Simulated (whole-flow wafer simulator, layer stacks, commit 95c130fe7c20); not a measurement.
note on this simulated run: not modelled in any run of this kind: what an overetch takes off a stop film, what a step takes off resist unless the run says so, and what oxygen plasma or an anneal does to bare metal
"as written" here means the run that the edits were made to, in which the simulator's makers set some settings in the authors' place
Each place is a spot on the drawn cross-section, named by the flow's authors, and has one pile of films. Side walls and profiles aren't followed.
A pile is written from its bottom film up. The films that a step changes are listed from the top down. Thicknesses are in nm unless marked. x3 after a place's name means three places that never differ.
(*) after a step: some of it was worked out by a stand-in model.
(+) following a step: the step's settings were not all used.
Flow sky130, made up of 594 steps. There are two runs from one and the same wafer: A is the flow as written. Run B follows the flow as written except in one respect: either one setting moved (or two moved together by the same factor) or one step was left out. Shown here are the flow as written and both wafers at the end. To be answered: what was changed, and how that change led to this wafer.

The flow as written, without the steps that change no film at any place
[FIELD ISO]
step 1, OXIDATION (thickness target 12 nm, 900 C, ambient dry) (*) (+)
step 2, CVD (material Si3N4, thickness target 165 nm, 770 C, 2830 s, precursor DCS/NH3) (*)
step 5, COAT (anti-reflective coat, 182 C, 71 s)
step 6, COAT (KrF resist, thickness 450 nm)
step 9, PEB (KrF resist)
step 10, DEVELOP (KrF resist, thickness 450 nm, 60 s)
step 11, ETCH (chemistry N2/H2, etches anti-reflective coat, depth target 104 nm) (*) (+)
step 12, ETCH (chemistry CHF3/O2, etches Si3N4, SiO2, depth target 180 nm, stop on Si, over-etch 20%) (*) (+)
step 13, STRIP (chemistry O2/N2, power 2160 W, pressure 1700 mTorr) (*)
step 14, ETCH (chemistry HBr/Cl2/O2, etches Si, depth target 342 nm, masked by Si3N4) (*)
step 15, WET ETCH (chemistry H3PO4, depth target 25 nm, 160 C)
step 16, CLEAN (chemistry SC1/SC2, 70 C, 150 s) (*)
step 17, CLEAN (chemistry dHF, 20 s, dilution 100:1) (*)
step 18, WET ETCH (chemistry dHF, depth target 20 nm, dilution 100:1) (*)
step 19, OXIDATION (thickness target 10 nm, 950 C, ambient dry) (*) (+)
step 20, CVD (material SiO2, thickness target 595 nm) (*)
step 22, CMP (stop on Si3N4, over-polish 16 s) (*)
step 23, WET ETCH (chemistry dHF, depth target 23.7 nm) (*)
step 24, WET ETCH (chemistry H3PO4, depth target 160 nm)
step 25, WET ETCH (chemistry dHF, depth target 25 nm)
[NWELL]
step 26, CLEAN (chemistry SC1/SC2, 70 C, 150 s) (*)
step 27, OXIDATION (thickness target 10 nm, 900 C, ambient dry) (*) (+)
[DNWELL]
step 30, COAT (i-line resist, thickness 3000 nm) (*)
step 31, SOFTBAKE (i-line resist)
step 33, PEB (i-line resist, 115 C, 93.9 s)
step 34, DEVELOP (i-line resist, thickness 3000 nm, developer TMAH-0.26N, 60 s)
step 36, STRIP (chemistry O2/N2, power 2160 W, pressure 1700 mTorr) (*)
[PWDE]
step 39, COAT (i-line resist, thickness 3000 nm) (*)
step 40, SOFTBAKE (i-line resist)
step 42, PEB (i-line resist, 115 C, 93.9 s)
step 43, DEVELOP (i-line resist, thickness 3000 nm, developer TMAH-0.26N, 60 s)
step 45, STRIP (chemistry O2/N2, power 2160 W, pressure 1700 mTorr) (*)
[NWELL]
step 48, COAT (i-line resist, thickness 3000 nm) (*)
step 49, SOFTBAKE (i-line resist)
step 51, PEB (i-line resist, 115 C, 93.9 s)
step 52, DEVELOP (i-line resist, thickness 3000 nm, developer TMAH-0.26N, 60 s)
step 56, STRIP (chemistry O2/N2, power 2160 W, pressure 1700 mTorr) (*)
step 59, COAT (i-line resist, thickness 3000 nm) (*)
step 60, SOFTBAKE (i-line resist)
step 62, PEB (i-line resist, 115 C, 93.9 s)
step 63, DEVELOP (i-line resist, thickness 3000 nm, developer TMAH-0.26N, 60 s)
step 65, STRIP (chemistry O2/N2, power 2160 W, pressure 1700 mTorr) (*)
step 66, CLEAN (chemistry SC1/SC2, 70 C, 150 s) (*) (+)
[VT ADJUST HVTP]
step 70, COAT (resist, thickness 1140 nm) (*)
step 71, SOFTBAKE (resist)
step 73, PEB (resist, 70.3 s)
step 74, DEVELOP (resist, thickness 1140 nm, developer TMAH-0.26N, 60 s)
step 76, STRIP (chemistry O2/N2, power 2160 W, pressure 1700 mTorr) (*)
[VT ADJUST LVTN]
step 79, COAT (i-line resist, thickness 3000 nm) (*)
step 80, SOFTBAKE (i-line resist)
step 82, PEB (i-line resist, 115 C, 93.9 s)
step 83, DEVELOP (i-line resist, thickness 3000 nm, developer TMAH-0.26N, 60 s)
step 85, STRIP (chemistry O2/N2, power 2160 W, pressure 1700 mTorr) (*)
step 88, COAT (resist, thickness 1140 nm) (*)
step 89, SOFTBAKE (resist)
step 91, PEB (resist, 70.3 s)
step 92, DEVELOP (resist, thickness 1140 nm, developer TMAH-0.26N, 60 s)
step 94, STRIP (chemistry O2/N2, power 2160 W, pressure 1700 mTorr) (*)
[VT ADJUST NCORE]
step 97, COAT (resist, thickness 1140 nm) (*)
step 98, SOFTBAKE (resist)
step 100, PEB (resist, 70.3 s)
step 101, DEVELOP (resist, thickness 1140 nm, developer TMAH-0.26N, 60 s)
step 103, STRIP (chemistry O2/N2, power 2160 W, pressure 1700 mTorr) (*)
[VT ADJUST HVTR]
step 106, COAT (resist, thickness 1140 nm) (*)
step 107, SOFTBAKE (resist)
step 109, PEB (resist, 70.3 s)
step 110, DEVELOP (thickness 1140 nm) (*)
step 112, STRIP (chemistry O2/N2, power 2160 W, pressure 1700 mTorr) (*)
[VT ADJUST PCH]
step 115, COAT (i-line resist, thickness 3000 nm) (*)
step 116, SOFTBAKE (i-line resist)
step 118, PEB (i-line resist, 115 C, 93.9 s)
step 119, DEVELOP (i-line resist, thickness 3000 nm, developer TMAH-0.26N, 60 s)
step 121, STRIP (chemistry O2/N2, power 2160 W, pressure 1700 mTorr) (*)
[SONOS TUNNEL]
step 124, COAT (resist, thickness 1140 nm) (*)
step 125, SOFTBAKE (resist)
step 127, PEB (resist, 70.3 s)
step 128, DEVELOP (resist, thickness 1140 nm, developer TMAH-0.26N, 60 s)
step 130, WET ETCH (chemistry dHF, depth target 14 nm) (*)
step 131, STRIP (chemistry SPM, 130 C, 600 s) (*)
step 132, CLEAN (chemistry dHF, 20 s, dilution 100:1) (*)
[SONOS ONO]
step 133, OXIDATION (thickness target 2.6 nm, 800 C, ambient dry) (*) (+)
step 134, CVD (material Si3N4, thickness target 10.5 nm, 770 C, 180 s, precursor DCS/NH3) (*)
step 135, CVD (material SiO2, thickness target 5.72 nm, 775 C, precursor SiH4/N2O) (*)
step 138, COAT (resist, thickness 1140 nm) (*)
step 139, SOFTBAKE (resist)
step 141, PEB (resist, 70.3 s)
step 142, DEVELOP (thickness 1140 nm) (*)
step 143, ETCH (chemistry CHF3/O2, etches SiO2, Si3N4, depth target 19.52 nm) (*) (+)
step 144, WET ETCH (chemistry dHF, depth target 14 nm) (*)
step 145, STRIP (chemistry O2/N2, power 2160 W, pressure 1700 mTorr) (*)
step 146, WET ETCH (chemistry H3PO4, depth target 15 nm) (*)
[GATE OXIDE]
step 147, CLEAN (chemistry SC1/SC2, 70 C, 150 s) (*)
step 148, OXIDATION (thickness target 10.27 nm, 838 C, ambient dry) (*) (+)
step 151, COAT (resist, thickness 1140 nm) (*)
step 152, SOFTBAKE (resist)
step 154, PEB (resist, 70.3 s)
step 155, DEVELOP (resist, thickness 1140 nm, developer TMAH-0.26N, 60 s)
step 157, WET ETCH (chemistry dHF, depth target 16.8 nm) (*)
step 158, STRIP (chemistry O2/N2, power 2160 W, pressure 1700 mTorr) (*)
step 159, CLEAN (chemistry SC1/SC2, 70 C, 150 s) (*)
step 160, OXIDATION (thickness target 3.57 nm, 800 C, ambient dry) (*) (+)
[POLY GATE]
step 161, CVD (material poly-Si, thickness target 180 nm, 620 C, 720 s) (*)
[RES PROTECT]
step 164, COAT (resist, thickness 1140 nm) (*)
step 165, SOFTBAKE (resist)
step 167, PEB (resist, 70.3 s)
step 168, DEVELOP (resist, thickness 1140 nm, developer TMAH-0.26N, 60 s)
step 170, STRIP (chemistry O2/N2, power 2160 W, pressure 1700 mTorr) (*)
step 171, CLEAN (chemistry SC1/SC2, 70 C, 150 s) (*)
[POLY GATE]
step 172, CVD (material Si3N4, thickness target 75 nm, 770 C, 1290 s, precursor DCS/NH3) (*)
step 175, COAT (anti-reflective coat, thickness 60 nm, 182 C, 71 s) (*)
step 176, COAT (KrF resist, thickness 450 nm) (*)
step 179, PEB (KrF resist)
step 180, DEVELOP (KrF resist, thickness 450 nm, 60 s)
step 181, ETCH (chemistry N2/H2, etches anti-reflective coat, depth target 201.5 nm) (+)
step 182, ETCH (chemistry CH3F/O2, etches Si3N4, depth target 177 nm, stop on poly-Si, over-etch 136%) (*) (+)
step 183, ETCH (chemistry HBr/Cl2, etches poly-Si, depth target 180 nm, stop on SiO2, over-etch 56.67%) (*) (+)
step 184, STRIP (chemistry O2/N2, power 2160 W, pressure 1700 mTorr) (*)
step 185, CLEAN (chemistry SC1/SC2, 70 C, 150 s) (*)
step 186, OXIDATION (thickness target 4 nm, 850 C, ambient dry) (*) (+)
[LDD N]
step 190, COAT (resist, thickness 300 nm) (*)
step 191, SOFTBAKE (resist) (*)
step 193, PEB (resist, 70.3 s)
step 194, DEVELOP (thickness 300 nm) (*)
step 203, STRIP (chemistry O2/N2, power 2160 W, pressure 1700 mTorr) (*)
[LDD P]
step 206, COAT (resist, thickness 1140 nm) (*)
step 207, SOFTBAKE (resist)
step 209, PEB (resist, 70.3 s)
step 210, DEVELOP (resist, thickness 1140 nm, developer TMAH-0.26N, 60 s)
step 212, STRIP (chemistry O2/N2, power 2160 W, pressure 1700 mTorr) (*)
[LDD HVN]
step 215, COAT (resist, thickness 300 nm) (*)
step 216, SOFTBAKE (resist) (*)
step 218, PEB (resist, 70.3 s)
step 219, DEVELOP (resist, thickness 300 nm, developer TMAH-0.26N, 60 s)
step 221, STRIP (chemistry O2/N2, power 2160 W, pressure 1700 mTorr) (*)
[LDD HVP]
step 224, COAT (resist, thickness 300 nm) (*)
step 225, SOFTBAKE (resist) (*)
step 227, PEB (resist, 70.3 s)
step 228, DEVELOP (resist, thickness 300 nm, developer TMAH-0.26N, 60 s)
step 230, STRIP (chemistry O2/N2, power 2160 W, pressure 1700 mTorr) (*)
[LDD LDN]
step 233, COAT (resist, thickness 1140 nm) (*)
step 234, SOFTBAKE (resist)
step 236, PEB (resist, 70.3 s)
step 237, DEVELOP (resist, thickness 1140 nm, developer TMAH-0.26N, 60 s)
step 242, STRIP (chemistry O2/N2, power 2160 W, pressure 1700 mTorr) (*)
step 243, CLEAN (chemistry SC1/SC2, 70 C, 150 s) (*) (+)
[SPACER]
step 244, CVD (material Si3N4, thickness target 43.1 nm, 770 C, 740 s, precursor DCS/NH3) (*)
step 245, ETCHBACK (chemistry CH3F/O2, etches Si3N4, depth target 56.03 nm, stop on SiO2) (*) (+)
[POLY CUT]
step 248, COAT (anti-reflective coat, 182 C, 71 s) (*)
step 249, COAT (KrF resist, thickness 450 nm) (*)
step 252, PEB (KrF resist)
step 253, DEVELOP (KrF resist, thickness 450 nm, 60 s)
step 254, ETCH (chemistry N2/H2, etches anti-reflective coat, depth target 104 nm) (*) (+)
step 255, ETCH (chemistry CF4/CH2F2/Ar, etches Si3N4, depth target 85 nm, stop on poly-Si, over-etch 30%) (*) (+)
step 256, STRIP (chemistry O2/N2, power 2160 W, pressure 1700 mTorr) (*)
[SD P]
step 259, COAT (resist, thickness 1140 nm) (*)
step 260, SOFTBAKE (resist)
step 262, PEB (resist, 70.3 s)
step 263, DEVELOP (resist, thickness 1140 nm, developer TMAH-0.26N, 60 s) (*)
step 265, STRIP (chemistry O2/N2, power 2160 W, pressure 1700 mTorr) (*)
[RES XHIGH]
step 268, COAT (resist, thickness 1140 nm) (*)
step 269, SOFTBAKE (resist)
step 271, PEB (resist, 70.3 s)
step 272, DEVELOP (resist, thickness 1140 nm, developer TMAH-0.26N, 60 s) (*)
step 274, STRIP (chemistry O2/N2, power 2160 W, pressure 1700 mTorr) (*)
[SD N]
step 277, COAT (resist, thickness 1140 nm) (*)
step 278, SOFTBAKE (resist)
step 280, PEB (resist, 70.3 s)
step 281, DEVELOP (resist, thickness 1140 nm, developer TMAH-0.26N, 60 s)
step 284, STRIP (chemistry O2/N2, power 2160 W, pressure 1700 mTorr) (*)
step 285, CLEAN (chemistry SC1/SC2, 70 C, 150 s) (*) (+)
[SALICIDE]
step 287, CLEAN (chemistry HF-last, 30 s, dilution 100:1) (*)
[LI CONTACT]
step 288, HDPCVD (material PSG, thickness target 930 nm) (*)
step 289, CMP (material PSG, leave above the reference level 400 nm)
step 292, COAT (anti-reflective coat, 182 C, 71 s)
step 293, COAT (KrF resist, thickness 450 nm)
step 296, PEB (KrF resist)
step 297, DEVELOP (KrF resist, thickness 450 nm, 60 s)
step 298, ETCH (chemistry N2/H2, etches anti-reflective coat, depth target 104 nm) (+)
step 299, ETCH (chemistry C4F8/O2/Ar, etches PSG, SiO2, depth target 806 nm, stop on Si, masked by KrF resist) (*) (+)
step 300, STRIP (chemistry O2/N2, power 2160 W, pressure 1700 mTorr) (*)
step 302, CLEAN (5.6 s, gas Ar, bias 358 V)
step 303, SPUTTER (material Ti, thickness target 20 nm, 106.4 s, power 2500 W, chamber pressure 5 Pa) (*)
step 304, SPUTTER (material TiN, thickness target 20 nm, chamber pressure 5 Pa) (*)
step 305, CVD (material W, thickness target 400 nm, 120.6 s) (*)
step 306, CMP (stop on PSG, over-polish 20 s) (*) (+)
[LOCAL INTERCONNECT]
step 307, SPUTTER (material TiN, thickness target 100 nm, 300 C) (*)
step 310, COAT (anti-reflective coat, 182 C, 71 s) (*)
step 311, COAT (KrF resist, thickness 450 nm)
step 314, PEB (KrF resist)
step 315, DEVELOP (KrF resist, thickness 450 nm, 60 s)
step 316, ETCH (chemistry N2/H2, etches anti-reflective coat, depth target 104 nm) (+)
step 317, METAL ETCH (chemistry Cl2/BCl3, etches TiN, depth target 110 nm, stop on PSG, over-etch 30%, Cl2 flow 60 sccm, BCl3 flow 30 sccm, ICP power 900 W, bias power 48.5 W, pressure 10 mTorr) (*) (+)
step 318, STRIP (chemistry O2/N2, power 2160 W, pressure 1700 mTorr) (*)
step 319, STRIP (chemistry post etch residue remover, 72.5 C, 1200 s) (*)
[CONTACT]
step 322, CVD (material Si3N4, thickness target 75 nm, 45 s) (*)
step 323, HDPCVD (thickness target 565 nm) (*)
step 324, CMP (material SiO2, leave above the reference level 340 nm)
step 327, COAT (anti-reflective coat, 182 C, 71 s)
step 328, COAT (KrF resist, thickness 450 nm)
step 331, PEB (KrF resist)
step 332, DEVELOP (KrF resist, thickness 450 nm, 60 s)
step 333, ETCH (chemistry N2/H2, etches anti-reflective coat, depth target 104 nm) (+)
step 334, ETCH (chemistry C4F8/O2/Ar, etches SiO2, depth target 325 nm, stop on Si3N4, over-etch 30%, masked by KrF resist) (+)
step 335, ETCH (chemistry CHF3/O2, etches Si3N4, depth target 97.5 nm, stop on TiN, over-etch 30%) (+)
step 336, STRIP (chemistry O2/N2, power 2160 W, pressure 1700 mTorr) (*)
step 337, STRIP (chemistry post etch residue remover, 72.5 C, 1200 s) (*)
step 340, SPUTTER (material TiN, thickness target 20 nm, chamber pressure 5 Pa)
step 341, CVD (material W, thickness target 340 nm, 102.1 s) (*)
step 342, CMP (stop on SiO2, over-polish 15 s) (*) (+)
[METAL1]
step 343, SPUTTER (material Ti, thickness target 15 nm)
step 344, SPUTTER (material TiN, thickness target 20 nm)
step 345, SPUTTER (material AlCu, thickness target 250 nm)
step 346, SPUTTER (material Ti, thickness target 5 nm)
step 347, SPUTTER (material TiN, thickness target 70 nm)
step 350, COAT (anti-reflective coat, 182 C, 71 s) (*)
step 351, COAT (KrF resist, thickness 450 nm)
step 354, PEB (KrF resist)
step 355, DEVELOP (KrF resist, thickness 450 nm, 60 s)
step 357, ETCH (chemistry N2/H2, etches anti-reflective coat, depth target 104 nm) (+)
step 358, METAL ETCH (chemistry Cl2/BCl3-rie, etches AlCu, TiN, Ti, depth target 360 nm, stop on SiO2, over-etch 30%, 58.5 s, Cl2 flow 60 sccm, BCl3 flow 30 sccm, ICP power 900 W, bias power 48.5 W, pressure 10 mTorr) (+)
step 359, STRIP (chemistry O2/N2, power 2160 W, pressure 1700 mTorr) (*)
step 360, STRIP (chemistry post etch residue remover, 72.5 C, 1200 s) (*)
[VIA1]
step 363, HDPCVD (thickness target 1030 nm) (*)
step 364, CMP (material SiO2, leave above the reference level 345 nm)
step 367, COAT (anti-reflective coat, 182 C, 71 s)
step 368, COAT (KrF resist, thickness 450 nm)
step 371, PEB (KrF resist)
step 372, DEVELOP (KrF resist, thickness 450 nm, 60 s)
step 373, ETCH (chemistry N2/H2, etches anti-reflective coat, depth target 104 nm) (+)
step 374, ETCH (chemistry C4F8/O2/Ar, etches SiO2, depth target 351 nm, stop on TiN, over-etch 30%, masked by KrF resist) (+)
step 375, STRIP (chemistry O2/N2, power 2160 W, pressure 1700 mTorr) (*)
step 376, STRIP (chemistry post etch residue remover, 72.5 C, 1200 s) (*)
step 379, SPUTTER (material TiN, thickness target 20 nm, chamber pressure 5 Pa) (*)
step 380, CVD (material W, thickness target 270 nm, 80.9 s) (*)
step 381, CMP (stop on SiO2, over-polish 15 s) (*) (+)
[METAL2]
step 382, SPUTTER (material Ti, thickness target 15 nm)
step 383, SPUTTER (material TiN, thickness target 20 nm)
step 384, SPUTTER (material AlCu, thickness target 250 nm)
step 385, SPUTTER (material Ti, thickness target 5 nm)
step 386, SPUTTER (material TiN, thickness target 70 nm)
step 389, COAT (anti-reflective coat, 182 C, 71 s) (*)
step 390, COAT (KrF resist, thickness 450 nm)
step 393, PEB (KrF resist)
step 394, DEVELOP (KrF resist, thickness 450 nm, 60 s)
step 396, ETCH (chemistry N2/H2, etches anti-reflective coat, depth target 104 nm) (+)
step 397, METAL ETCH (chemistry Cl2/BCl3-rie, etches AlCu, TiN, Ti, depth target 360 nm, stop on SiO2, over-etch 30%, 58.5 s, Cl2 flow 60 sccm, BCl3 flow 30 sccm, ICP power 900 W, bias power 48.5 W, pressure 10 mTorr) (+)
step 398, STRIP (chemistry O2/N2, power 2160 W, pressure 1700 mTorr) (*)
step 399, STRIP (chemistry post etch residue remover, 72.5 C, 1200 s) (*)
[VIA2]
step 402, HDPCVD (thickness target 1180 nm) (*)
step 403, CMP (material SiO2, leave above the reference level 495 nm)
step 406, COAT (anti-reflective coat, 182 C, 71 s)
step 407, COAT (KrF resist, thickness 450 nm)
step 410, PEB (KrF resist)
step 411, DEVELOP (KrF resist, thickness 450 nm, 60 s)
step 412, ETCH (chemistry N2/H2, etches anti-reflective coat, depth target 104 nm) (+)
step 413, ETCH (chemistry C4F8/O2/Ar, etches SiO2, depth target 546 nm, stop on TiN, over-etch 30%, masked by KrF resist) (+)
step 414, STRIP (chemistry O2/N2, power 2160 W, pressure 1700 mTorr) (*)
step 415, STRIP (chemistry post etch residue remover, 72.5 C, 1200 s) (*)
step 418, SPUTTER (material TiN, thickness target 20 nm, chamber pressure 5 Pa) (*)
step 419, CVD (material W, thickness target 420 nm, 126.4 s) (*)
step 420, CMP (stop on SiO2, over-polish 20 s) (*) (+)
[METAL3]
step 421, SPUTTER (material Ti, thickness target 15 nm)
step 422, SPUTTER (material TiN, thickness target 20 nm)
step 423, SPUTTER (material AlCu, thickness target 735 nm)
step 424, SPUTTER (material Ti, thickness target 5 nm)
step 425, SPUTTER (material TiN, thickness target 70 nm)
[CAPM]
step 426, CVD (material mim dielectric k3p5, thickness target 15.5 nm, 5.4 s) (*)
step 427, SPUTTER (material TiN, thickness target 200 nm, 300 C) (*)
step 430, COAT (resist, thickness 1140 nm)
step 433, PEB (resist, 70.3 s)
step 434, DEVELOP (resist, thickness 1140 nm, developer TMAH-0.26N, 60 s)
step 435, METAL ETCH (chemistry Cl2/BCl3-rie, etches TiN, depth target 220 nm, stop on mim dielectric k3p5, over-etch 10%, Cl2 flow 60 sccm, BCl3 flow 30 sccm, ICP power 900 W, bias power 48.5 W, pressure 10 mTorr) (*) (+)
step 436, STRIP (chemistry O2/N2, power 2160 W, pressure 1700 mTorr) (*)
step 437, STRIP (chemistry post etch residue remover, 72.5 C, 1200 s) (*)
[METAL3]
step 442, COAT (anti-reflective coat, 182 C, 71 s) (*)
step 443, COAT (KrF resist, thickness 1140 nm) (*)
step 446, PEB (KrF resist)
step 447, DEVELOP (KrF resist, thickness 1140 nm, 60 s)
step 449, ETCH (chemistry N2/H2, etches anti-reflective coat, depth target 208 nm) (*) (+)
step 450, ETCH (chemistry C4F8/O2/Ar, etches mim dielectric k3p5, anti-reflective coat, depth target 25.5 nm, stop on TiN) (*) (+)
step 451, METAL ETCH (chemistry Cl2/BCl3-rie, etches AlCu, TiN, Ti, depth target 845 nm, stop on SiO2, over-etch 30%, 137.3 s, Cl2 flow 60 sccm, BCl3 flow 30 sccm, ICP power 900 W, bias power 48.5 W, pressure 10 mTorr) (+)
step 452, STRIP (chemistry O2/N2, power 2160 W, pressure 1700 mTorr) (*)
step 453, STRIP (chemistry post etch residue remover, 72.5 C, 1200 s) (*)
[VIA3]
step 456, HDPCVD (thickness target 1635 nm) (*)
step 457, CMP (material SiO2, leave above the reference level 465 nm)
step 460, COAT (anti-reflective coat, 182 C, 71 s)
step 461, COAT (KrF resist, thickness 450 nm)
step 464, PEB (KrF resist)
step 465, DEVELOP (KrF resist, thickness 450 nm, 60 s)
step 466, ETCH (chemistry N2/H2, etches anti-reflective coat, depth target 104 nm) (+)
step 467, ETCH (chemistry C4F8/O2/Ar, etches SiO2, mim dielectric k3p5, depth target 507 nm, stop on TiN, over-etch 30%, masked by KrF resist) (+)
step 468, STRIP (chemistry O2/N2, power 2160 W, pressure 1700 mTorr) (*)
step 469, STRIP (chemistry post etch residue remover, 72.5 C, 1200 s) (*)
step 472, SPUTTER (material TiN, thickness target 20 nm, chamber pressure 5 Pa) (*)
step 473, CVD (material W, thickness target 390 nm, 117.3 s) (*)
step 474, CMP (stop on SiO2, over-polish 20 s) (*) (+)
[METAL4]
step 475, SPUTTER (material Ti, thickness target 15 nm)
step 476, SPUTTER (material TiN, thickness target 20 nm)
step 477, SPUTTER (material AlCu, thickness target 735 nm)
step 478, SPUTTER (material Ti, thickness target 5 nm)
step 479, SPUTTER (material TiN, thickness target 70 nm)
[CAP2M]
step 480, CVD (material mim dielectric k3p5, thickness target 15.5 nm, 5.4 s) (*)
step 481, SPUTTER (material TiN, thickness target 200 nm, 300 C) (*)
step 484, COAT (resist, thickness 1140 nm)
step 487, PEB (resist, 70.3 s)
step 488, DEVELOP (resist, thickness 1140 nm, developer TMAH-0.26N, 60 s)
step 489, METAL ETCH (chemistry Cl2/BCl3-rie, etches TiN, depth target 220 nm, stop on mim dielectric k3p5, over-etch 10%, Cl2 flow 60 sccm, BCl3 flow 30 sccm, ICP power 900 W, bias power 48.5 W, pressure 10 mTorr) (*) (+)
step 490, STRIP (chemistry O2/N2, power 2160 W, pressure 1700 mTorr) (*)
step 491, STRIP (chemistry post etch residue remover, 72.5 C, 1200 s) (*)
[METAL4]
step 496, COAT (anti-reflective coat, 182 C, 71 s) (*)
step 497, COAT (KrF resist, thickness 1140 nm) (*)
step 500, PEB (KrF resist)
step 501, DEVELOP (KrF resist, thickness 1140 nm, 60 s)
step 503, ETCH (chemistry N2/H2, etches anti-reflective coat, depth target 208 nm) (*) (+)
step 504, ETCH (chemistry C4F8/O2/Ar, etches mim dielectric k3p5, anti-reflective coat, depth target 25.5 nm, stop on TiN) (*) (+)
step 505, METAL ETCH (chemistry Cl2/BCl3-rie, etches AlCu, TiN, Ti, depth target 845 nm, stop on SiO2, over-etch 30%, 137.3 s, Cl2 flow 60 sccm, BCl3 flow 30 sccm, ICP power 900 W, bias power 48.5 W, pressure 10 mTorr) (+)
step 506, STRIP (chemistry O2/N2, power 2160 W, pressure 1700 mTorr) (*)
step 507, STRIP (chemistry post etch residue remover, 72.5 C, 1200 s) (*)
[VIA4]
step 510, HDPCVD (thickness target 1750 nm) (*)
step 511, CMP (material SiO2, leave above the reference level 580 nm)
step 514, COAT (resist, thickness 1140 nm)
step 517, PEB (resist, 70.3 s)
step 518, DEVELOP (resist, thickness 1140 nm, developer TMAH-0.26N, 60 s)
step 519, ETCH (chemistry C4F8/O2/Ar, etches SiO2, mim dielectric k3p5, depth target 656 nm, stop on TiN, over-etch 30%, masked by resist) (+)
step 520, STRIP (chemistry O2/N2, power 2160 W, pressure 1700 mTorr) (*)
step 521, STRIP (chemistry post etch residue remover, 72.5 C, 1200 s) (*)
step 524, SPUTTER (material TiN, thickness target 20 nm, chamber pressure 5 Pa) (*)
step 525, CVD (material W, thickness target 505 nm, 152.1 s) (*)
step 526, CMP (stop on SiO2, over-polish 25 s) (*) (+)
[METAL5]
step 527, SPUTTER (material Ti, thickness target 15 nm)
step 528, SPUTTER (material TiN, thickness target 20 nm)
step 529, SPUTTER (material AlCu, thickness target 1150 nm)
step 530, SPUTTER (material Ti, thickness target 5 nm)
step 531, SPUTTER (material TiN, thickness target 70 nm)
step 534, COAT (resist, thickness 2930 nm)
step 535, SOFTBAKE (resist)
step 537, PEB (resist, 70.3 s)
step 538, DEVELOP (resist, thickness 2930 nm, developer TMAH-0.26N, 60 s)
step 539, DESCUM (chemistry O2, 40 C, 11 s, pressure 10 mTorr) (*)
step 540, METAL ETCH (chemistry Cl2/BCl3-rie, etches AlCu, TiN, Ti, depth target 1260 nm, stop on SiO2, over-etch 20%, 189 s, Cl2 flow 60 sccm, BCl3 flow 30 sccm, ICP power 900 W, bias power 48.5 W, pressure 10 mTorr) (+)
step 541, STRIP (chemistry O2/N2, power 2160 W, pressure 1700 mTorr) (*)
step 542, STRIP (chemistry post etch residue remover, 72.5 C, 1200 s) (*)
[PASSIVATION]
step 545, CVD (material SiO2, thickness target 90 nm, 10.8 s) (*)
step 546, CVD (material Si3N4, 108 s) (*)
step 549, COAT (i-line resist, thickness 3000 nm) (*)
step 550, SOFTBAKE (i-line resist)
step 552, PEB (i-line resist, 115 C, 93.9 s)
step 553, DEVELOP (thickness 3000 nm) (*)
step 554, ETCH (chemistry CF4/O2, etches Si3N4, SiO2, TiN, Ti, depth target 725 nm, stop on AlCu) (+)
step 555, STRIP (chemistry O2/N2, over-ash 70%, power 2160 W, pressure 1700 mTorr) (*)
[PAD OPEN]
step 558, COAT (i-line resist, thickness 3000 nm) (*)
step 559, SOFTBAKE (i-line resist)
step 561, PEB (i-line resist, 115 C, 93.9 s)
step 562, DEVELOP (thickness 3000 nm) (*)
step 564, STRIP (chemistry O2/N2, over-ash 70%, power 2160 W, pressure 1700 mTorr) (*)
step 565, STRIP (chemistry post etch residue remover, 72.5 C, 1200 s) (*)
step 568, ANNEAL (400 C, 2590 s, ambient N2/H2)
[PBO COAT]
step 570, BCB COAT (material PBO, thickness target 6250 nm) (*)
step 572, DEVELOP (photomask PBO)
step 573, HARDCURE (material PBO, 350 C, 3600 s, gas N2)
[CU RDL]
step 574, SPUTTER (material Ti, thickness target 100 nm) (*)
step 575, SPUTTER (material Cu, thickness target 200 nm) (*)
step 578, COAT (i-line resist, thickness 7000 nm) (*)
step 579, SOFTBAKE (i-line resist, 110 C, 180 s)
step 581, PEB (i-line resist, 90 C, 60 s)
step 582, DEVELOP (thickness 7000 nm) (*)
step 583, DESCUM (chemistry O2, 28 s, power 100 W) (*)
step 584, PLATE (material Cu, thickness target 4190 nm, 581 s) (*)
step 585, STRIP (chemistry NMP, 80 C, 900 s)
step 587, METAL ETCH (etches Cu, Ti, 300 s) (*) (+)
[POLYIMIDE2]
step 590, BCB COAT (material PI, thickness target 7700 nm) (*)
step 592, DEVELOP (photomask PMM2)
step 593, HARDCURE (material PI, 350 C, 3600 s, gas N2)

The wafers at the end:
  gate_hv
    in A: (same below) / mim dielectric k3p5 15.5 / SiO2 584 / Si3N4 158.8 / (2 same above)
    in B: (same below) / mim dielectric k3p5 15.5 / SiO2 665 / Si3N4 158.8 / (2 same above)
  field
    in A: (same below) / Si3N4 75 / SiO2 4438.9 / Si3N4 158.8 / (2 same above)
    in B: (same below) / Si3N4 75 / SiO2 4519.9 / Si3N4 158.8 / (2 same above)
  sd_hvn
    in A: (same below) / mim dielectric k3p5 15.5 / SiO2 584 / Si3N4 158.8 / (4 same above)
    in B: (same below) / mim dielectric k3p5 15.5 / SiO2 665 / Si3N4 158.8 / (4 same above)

Cause: step 511, CMP: leave above the reference level 661 nm was run, though the flow has leave above the reference level 580 nm.

How this came from the change, step by step:
  step 511, CMP (material SiO2, leave above the reference level 580 nm)
      n_well, p_well, gate_hv and 99 more: A SiO2 loses 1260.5 | B SiO2 loses 1179.5
      field, active, gate and 77 more: A SiO2 loses 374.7 | B SiO2 loses 293.7
      (and at 11 other places as well)
  step 519, ETCH (chemistry C4F8/O2/Ar, etches SiO2, mim dielectric k3p5, depth target 656 nm, stop on TiN, over-etch 30%, masked by resist) (+)
      m1: A SiO2 loses 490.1 (all of it), mim dielectric k3p5 loses 15.5 (all of it) | B SiO2 loses 571.1 (all of it), mim dielectric k3p5 loses 15.5 (all of it)
      via4_hole: A SiO2 loses 489.5 (all of it), mim dielectric k3p5 loses 15.5 (all of it) | B SiO2 loses 570.5 (all of it), mim dielectric k3p5 loses 15.5 (all of it)
  step 524, SPUTTER (material TiN, thickness target 20 nm, chamber pressure 5 Pa) (*)
      m1, via4_hole: A TiN gains 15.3 | B TiN gains 14.7
  step 525, CVD (material W, thickness target 505 nm, 152.1 s) (*)
      m1: A W gains 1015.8 (new film) | B W gains 1097.3 (new film)
      via4_hole: A W gains 1015.2 (new film) | B W gains 1096.7 (new film)
